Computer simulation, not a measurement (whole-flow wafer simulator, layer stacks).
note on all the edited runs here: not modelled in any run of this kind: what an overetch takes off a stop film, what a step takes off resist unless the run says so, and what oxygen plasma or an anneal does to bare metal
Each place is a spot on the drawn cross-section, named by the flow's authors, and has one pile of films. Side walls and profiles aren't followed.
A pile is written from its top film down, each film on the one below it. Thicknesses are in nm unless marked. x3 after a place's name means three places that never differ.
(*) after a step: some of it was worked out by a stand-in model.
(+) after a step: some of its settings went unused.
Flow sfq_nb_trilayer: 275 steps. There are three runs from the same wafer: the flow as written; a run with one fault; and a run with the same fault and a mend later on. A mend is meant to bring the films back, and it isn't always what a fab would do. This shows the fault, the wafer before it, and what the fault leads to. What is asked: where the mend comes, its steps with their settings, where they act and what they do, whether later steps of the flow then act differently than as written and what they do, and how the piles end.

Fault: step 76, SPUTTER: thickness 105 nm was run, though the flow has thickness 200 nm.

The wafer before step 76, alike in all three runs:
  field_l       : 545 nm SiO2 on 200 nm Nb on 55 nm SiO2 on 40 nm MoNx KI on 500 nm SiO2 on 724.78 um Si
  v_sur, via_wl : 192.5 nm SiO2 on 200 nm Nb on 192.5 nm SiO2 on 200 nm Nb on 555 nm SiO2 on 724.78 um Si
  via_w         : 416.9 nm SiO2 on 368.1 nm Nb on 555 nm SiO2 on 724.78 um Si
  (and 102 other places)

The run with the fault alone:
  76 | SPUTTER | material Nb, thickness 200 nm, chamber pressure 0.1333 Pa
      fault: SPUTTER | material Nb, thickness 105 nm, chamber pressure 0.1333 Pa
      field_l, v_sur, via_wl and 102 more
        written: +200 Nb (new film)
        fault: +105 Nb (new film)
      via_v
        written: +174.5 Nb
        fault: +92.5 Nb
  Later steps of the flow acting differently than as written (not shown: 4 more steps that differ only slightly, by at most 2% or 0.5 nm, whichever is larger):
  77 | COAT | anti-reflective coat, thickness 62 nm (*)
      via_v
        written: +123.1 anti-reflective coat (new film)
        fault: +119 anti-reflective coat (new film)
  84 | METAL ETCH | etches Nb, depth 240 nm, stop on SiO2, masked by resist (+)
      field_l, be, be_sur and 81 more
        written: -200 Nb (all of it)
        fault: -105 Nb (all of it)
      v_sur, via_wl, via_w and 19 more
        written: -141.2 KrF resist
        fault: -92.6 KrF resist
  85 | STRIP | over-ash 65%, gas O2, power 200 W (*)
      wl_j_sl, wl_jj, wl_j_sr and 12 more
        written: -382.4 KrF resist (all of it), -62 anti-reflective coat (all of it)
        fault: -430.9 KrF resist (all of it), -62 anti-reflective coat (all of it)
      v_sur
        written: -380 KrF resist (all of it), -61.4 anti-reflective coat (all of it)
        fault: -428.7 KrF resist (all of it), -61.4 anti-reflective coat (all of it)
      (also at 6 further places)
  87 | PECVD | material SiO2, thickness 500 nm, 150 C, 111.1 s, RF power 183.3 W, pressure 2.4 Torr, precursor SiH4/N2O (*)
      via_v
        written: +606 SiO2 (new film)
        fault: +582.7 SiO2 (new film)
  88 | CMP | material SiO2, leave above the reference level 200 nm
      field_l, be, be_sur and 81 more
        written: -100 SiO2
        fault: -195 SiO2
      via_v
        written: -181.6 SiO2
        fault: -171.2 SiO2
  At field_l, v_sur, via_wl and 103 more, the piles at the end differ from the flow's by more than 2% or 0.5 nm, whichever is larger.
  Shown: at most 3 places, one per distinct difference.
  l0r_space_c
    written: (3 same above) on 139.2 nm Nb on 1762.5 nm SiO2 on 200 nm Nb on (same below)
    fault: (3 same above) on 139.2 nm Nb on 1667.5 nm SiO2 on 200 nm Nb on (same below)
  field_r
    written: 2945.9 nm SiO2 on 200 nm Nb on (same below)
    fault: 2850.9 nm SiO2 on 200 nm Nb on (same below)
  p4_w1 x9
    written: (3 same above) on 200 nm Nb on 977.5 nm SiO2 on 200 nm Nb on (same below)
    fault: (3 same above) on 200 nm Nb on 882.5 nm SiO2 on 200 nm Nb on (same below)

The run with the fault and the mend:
  After step 76 comes the mend.
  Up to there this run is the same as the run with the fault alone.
  76a | SPUTTER | material Nb, thickness 95 nm, chamber pressure 0.1333 Pa (the flow's step 76 again, with other settings)
      field_l, v_sur, via_wl and 102 more
        +95 Nb
      via_v
        +77.9 Nb
  None of the later steps of the flow differs from how it acts as written, at any place that is followed, by more than 2% or 0.5 nm, whichever is larger.
  When the end is reached, the piles differ only a little from the flow's at the places that both follow, at most by 2% or 0.5 nm, whichever is larger.
